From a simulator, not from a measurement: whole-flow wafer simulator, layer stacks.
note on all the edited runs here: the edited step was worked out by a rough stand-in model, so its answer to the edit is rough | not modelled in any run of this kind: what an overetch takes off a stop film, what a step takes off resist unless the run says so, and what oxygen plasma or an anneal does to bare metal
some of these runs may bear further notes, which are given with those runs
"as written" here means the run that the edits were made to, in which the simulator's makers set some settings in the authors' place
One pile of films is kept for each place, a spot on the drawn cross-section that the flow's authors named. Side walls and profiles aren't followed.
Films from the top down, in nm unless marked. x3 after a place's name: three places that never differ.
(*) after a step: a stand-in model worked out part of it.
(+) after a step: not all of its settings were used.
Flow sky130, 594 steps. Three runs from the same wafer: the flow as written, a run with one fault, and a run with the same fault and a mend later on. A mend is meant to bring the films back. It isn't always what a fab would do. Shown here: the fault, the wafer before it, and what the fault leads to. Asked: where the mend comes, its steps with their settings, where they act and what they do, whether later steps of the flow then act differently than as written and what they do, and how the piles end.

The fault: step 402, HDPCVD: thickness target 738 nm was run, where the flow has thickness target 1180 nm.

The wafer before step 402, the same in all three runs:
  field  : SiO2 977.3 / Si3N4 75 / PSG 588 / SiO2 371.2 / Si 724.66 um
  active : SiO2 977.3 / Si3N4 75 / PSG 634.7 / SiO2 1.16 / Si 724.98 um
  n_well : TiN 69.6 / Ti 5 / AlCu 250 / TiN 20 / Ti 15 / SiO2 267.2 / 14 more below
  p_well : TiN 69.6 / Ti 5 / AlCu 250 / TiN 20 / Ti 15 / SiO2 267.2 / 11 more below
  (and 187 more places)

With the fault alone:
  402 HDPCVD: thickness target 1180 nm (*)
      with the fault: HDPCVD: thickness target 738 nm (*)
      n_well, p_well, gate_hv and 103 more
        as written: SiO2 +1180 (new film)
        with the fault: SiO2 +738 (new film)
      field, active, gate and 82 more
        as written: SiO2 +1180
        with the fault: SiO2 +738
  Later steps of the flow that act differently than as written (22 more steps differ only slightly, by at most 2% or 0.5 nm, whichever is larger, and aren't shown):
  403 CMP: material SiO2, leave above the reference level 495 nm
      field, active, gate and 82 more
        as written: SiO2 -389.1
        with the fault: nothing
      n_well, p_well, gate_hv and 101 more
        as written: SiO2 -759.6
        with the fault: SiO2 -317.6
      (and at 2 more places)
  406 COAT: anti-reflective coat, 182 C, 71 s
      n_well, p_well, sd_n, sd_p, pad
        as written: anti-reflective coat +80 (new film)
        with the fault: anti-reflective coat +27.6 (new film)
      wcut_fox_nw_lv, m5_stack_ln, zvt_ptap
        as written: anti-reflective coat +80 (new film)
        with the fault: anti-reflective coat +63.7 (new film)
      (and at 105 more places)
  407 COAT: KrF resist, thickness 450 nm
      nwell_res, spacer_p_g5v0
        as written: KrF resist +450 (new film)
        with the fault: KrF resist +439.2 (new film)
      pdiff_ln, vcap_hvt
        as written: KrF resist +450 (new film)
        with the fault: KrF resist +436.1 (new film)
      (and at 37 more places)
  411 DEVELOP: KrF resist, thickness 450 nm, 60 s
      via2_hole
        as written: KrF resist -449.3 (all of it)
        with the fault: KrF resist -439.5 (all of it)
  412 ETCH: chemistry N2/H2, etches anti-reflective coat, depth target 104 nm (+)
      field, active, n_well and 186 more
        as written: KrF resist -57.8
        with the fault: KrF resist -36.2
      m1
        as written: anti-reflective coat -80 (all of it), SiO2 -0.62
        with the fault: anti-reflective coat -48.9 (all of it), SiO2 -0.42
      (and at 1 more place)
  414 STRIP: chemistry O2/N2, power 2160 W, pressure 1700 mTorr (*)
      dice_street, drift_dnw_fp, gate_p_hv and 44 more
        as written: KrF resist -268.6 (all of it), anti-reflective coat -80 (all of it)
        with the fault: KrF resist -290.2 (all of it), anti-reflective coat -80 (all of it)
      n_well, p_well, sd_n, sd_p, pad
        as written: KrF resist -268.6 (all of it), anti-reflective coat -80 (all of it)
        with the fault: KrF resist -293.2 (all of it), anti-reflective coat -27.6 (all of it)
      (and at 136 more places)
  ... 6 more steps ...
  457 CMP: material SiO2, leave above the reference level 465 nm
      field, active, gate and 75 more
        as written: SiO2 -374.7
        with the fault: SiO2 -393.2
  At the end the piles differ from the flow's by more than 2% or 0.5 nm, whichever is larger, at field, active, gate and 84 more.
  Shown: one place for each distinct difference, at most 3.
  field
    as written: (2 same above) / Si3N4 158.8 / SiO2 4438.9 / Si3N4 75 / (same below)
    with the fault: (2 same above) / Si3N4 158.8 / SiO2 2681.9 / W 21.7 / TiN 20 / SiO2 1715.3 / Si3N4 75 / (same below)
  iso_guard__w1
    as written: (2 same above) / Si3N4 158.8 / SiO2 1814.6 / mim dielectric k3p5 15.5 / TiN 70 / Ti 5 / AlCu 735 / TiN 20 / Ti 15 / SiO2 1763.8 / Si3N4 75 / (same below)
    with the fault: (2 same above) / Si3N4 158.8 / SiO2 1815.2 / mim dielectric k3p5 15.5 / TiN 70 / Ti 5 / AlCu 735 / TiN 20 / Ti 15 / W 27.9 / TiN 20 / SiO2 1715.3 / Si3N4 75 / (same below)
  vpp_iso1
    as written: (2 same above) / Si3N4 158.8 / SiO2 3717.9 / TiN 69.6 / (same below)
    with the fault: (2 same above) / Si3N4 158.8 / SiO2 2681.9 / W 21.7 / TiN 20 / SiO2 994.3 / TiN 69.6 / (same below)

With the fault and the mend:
  The mend comes after step 402.
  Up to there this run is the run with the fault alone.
  402a HDPCVD: thickness target 442 nm (*) (the flow's step 402 once more, with other settings)
      field, active, n_well and 188 more
        SiO2 +442
  No later step of the flow acts differently than as written at any place that is followed.
  At the end the piles are the same as the flow's at every place that both follow.
